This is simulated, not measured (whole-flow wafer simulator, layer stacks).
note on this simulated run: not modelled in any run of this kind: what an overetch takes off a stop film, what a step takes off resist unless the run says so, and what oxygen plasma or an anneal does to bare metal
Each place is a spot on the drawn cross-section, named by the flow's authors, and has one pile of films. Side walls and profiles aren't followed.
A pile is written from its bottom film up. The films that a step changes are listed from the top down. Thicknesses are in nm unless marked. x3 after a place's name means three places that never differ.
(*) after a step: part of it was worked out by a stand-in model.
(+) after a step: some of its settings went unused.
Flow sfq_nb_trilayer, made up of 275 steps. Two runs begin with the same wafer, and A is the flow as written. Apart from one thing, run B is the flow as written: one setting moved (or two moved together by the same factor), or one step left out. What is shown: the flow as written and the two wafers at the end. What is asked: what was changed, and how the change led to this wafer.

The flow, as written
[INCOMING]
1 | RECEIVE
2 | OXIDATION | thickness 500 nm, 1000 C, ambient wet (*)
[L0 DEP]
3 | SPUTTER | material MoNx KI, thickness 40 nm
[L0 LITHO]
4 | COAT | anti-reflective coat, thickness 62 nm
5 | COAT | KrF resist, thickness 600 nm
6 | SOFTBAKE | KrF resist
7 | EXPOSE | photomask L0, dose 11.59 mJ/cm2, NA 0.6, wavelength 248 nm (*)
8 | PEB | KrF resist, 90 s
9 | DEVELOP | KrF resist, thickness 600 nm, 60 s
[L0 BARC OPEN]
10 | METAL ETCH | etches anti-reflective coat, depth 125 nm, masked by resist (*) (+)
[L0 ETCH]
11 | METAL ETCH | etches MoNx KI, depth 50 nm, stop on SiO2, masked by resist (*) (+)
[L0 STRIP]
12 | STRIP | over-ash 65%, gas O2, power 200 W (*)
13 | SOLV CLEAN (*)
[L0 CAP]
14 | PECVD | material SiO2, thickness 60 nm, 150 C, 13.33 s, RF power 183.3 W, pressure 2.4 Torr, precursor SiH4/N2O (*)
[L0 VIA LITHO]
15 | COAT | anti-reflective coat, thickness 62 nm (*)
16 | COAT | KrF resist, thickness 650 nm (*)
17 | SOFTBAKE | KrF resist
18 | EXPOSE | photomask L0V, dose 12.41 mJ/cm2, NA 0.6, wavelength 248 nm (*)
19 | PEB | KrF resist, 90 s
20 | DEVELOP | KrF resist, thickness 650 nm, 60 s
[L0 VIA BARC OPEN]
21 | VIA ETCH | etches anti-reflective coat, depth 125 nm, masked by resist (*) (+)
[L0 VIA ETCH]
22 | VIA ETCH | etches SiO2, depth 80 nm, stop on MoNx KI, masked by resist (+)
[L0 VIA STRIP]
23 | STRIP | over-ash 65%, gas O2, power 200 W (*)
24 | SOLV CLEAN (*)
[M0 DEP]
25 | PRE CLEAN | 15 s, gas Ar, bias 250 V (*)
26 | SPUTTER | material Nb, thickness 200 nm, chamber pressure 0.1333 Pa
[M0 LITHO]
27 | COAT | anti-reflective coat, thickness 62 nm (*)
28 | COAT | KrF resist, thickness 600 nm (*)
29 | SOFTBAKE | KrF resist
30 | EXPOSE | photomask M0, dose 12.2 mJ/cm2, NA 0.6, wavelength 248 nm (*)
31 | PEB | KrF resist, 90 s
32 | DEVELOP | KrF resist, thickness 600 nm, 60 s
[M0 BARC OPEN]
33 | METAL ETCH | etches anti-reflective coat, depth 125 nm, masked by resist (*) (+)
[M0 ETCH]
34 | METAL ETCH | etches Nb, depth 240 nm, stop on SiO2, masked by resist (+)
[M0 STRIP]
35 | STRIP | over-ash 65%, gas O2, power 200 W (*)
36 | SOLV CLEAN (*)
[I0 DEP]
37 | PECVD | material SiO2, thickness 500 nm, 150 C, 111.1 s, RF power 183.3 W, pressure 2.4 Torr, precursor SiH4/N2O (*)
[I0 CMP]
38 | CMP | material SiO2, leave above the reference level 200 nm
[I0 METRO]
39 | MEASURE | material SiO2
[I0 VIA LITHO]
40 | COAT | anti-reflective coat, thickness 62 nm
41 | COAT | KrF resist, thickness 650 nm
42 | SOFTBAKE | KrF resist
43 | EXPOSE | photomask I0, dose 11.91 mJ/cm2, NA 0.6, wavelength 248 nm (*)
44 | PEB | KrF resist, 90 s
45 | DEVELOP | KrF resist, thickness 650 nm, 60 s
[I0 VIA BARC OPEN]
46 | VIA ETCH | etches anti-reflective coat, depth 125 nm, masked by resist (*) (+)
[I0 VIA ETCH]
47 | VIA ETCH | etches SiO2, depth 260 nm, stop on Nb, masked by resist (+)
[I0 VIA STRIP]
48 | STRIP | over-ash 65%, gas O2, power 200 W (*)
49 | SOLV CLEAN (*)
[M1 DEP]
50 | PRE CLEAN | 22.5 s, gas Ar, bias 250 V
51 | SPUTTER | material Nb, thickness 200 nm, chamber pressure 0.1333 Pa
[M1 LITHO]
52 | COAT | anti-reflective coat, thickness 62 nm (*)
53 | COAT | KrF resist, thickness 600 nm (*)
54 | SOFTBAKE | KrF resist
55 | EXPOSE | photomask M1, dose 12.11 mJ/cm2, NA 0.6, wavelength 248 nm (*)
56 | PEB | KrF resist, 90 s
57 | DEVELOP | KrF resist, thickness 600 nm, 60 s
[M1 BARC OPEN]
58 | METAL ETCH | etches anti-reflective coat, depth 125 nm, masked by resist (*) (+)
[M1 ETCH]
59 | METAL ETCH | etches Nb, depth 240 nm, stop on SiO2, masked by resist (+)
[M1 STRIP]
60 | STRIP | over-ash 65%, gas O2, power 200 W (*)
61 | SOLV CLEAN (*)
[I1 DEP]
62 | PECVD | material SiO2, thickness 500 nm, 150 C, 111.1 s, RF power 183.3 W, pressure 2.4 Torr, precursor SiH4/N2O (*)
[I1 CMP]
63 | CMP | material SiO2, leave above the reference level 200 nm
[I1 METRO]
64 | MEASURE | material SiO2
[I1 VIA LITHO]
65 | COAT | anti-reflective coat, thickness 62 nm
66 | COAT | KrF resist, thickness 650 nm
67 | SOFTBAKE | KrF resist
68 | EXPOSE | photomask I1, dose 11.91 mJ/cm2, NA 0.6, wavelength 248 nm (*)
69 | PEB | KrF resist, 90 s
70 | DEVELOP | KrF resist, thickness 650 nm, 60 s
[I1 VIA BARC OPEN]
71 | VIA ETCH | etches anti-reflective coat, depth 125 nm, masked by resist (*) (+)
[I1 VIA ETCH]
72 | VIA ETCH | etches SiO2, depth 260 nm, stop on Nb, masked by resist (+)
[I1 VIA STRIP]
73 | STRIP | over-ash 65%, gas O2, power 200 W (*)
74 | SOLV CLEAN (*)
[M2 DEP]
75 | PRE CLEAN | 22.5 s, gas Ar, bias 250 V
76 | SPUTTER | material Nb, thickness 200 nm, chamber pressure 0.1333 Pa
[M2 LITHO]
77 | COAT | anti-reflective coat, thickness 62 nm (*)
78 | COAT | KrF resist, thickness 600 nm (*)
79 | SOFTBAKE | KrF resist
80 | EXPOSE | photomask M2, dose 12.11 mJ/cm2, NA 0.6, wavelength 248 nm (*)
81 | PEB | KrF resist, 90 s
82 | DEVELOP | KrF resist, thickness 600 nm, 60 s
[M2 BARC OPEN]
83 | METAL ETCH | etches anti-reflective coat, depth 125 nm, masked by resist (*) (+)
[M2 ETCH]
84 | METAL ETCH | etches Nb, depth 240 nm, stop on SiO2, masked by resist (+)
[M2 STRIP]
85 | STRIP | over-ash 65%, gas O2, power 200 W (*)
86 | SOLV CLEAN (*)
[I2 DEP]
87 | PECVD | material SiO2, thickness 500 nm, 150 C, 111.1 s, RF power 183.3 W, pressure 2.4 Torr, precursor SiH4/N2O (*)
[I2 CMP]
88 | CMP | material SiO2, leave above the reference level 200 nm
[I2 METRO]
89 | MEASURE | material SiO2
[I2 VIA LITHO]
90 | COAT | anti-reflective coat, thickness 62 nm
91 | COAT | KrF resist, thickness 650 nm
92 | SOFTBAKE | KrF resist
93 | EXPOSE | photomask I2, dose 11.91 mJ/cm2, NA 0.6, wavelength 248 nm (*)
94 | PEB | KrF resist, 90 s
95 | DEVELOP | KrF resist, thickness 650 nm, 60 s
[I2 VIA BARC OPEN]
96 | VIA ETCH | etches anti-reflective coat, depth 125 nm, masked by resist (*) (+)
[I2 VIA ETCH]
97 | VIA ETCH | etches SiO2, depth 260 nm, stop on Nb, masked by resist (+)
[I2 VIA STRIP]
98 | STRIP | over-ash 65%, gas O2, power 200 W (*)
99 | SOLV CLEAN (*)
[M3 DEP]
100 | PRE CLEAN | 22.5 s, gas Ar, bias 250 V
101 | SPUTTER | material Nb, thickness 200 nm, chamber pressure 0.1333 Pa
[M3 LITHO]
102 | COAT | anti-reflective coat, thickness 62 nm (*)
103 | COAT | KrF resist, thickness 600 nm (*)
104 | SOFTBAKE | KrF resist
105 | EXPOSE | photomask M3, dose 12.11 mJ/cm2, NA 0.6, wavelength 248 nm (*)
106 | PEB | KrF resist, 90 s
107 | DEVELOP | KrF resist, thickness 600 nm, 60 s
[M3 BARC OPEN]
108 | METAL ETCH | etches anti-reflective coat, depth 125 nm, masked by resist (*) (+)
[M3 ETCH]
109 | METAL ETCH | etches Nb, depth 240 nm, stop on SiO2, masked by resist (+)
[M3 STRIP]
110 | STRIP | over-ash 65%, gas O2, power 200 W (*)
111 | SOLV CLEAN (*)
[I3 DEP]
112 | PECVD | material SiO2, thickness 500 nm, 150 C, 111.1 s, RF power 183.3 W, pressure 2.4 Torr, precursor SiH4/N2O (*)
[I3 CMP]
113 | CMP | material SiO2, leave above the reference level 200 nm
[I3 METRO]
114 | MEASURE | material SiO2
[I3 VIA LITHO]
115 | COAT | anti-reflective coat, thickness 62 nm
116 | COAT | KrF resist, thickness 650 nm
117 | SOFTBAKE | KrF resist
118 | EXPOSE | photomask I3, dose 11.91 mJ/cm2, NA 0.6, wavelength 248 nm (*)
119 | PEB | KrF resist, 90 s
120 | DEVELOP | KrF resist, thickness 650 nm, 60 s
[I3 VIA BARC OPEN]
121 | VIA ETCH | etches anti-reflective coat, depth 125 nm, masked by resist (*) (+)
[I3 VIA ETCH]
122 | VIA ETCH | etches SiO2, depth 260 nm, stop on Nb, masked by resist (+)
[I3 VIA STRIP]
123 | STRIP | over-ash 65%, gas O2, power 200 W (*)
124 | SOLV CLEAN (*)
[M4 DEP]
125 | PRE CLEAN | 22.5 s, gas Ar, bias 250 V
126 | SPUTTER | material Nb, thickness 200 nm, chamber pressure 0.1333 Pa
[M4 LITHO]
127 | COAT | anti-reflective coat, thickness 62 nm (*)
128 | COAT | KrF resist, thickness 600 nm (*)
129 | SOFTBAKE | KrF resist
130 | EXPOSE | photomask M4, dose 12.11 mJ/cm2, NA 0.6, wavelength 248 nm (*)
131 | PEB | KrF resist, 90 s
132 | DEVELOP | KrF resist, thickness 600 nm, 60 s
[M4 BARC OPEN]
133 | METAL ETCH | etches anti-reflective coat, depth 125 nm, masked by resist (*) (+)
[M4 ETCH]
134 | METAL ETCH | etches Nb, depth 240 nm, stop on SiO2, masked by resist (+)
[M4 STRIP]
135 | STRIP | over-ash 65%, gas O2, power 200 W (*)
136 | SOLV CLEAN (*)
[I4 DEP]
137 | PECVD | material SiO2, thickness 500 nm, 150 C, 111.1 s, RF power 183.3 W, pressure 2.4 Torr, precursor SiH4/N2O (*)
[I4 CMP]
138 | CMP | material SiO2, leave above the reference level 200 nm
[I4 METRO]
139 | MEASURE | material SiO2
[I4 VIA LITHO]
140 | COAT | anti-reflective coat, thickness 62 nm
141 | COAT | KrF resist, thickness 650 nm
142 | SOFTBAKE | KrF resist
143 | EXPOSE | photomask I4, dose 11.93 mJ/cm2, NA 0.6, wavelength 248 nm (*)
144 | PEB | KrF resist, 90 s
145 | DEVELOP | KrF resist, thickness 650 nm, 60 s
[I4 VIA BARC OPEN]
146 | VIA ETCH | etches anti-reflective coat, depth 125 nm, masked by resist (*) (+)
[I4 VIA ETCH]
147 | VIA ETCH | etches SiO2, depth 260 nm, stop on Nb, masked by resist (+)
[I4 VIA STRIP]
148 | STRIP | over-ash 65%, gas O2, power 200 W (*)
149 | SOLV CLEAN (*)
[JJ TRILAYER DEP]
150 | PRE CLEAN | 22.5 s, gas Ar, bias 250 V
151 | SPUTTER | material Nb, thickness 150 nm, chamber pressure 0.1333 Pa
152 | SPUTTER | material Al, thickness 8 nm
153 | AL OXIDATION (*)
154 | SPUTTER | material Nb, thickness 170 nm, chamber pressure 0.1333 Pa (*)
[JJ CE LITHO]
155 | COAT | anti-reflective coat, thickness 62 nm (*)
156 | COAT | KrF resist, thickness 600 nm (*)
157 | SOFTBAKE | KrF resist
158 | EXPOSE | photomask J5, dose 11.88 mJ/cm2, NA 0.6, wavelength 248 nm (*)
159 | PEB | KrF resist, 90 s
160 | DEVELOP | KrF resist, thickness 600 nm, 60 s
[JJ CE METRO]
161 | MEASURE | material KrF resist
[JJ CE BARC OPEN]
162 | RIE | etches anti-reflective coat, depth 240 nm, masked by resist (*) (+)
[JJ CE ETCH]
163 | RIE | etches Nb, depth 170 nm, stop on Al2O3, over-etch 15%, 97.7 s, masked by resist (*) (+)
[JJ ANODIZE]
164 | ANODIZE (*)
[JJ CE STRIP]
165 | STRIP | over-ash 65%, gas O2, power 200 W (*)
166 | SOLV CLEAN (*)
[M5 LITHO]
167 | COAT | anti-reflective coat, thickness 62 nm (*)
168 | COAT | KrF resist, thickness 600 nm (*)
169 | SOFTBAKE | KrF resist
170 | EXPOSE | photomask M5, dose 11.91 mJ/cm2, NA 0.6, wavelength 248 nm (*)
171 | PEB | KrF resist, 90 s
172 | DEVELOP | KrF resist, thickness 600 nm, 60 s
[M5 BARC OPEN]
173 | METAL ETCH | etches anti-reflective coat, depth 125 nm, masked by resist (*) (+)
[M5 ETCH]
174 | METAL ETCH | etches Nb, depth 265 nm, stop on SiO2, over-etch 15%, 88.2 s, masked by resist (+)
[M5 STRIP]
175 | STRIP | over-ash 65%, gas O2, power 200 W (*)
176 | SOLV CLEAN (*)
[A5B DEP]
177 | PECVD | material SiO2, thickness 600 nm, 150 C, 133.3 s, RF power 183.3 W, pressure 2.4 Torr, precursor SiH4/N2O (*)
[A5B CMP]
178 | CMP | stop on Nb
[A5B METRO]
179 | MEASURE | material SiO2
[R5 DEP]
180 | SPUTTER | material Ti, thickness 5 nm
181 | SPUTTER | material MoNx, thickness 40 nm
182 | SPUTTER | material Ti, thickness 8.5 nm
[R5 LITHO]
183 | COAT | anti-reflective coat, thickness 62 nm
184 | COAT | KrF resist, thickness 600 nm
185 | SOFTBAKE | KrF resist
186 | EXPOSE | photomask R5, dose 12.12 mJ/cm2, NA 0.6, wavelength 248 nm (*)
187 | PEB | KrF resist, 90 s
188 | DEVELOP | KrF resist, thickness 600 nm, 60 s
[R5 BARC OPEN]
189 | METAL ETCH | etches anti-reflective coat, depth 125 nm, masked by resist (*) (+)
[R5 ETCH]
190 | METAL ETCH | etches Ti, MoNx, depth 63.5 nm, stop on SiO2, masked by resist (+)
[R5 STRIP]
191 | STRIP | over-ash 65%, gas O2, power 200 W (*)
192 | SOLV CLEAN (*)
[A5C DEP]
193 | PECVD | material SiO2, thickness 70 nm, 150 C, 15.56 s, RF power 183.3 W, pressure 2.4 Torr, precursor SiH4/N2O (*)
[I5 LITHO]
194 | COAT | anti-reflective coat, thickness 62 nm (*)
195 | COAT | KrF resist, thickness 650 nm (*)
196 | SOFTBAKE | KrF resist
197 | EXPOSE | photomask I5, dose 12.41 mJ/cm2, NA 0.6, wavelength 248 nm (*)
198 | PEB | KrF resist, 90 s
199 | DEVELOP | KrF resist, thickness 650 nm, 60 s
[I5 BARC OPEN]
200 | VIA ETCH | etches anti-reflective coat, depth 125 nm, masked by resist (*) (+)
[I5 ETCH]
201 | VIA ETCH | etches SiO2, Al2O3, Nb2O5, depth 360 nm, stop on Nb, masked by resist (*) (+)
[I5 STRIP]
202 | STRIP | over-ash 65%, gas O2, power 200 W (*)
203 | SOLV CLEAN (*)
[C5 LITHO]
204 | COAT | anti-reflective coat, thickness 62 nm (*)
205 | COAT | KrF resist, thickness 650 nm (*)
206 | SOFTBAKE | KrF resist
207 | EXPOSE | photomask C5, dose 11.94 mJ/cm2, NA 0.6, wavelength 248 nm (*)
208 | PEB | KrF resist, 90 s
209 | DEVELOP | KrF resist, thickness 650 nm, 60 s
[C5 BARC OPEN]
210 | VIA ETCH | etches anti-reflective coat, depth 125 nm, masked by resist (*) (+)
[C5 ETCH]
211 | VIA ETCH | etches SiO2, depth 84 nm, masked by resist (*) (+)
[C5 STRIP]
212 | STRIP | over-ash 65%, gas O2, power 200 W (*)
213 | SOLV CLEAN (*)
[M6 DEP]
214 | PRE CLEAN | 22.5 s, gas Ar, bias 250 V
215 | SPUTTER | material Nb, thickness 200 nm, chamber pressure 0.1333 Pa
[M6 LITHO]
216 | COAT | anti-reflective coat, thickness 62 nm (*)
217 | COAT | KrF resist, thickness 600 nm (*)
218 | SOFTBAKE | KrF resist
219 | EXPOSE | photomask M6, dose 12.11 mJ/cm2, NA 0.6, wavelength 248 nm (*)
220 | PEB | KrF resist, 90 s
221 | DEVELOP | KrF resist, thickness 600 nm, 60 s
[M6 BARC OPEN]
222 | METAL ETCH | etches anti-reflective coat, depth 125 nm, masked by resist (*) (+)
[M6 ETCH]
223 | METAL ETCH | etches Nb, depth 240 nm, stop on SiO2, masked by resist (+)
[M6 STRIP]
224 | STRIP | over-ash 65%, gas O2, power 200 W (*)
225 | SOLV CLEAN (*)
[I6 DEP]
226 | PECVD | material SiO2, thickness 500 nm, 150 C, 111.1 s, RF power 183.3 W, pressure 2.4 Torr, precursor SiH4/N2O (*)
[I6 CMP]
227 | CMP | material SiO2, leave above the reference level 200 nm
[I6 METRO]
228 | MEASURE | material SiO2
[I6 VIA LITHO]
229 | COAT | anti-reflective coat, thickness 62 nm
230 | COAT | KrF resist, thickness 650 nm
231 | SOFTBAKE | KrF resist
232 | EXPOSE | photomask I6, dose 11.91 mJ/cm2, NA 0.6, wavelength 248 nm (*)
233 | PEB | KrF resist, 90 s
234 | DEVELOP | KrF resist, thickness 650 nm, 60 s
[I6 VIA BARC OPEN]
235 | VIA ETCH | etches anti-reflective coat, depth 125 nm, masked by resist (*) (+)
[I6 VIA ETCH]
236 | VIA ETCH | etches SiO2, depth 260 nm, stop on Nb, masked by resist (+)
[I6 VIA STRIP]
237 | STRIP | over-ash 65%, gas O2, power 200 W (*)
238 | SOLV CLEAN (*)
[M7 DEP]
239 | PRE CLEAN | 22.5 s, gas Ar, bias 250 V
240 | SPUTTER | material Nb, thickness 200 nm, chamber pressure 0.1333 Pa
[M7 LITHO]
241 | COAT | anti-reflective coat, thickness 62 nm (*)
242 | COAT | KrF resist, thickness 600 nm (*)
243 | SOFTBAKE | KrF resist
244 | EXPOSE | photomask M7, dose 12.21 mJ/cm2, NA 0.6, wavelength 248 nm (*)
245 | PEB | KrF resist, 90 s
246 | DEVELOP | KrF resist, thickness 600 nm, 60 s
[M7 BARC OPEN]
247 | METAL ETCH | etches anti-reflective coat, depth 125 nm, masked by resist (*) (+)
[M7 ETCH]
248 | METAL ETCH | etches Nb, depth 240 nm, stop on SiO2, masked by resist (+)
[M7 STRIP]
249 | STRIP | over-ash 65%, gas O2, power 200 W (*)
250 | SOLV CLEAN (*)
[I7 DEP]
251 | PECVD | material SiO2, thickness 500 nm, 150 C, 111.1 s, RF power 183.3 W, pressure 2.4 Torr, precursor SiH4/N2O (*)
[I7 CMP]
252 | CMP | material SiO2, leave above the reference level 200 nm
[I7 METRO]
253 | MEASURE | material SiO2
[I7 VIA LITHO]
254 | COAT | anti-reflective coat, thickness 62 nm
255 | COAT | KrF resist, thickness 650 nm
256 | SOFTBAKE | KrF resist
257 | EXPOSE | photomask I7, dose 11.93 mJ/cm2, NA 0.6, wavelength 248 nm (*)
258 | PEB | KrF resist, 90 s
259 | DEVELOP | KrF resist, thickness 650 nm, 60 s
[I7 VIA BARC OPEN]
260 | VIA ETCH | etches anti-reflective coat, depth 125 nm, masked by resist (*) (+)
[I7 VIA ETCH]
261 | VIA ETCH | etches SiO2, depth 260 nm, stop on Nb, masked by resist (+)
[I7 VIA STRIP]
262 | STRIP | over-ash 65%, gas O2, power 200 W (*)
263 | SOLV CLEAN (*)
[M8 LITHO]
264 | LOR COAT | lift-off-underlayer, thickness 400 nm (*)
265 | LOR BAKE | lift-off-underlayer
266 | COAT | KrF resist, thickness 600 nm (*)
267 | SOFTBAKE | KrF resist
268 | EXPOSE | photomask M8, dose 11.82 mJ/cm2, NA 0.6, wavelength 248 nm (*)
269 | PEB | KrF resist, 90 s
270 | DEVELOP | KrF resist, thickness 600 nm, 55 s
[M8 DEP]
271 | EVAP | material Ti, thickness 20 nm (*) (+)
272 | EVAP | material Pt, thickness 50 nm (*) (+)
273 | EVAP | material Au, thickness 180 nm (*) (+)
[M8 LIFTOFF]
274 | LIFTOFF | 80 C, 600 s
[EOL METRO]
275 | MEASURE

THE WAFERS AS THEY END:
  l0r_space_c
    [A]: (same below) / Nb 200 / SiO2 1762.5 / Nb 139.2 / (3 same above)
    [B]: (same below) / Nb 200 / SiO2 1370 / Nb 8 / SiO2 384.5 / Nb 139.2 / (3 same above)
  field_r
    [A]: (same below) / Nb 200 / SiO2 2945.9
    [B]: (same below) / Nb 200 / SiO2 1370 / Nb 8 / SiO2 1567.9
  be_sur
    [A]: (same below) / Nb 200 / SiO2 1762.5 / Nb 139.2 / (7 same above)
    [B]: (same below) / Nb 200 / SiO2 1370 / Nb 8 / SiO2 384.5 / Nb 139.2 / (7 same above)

The reason: step 134, METAL ETCH: depth 192 nm was run, though the flow has depth 240 nm.

Step by step, how the change led to this:
  134 | METAL ETCH | etches Nb, depth 240 nm, stop on SiO2, masked by resist (+)
      field_l, be, be_sur and 64 more: A -200 Nb (all of it) | B -192 Nb
      v_sur, via_wl, via_w and 36 more: A -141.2 KrF resist | B -112.9 KrF resist
  135 | STRIP | over-ash 65%, gas O2, power 200 W (*)
      p4_fl x3, p4_w1 x9, p4_g1 x2 and 15 more: A -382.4 KrF resist (all of it), -62 anti-reflective coat (all of it) | B -410.6 KrF resist (all of it), -62 anti-reflective coat (all of it)
      lsp_m, ln_m6: A -381.9 KrF resist (all of it), -61.8 anti-reflective coat (all of it) | B -410.2 KrF resist (all of it), -61.8 anti-reflective coat (all of it)
      (and at 8 other places as well)
  137 | PECVD | material SiO2, thickness 500 nm, 150 C, 111.1 s, RF power 183.3 W, pressure 2.4 Torr, precursor SiH4/N2O (*)
      field_l, be, be_sur and 55 more: A +500 SiO2 | B +500 SiO2 (new film)
      p3_s0 x6: A +557.1 SiO2 | B +549.1 SiO2 (new film)
      (and at 3 other places as well)
  138 | CMP | material SiO2, leave above the reference level 200 nm
      field_l, be, be_sur and 55 more: A -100 SiO2 | B -108 SiO2
      lsp_r, l0_sur, l0v: A -91.9 SiO2 | B -100.2 SiO2
If metal films that touch count as one body, l0r_space_c has 3 bodies (between them, from the top down: SiO2 384.5; SiO2 1370); the flow as written gives 2 bodies (between them, from the top down: SiO2 1762.5).
If metal films that touch count as one body, field_r has 2 bodies (between them, from the top down: SiO2 1370); the flow as written gives 1 body.
If metal films that touch count as one body, be_sur has 5 bodies (between them, from the top down: SiO2 192.5; SiO2 209 / Al2O3 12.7 / Nb2O5 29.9; SiO2 384.5; SiO2 1370); the flow as written gives 4 bodies (between them, from the top down: SiO2 192.5; SiO2 209 / Al2O3 12.7 / Nb2O5 29.9; SiO2 1762.5).
